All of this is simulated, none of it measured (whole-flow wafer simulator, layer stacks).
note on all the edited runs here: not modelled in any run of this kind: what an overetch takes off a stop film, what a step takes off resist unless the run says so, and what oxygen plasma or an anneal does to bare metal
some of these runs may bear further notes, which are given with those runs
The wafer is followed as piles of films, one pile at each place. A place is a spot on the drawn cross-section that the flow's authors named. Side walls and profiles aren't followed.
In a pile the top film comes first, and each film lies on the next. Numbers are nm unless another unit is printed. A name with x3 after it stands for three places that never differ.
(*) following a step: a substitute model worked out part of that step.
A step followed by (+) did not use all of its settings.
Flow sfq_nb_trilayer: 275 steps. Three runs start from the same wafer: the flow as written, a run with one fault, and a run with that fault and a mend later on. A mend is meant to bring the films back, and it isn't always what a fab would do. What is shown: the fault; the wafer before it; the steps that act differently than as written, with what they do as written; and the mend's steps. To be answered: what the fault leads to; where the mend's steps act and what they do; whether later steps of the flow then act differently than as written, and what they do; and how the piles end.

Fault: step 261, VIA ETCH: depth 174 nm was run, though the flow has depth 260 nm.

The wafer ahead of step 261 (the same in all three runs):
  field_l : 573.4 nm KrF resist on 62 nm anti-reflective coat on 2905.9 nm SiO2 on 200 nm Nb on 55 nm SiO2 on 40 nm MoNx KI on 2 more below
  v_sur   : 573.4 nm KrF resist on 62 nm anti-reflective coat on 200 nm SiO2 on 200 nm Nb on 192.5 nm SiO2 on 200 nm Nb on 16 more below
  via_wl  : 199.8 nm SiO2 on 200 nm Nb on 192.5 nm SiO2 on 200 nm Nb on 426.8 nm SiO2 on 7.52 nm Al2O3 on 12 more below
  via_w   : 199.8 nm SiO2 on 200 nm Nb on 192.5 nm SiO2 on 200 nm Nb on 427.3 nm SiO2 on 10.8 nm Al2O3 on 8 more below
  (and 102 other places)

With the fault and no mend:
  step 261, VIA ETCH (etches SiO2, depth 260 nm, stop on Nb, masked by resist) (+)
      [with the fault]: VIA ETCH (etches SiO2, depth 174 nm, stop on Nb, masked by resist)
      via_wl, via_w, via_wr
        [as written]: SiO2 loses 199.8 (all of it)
        [with the fault]: SiO2 loses 174
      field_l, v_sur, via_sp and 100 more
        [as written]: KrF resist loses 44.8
        [with the fault]: KrF resist loses 30
  Steps later in the flow that act otherwise than as written (3 more steps, not shown, differ only slightly: by at most 2% or 0.5 nm, whichever is larger):
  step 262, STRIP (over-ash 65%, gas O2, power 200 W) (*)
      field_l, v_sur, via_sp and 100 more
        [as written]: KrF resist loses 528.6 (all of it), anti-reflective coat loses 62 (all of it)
        [with the fault]: KrF resist loses 543.4 (all of it), anti-reflective coat loses 62 (all of it)
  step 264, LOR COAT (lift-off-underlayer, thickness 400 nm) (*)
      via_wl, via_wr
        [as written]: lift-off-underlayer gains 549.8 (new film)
        [with the fault]: lift-off-underlayer gains 530.4 (new film)
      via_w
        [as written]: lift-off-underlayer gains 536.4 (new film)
        [with the fault]: lift-off-underlayer gains 518.8 (new film)
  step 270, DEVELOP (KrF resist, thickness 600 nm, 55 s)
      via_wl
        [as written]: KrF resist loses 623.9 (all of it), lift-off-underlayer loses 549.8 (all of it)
        [with the fault]: KrF resist loses 620.6 (all of it), lift-off-underlayer loses 530.4 (all of it)
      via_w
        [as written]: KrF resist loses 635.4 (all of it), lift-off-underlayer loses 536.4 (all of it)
        [with the fault]: KrF resist loses 630.7 (all of it), lift-off-underlayer loses 518.8 (all of it)
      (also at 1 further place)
  At via_wl, via_w, via_wr, the piles at the end differ from the flow's by more than 2% or 0.5 nm, whichever is larger.
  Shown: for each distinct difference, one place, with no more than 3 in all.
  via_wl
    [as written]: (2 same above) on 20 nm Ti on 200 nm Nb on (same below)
    [with the fault]: (2 same above) on 20 nm Ti on 25.8 nm SiO2 on 200 nm Nb on (same below)

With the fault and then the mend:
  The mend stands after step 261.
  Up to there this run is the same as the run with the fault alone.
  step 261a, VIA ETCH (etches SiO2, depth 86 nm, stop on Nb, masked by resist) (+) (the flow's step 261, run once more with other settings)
      field_l, v_sur, via_sp and 100 more
        KrF resist loses 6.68
      via_wl, via_w, via_wr
        SiO2 loses 25.8 (all of it)
  Later steps of the flow that are run all act as written at every place that is followed, up to a difference of at most 2% or 0.5 nm, whichever is larger.
  By the end, the piles equal the flow's at every place that both follow.
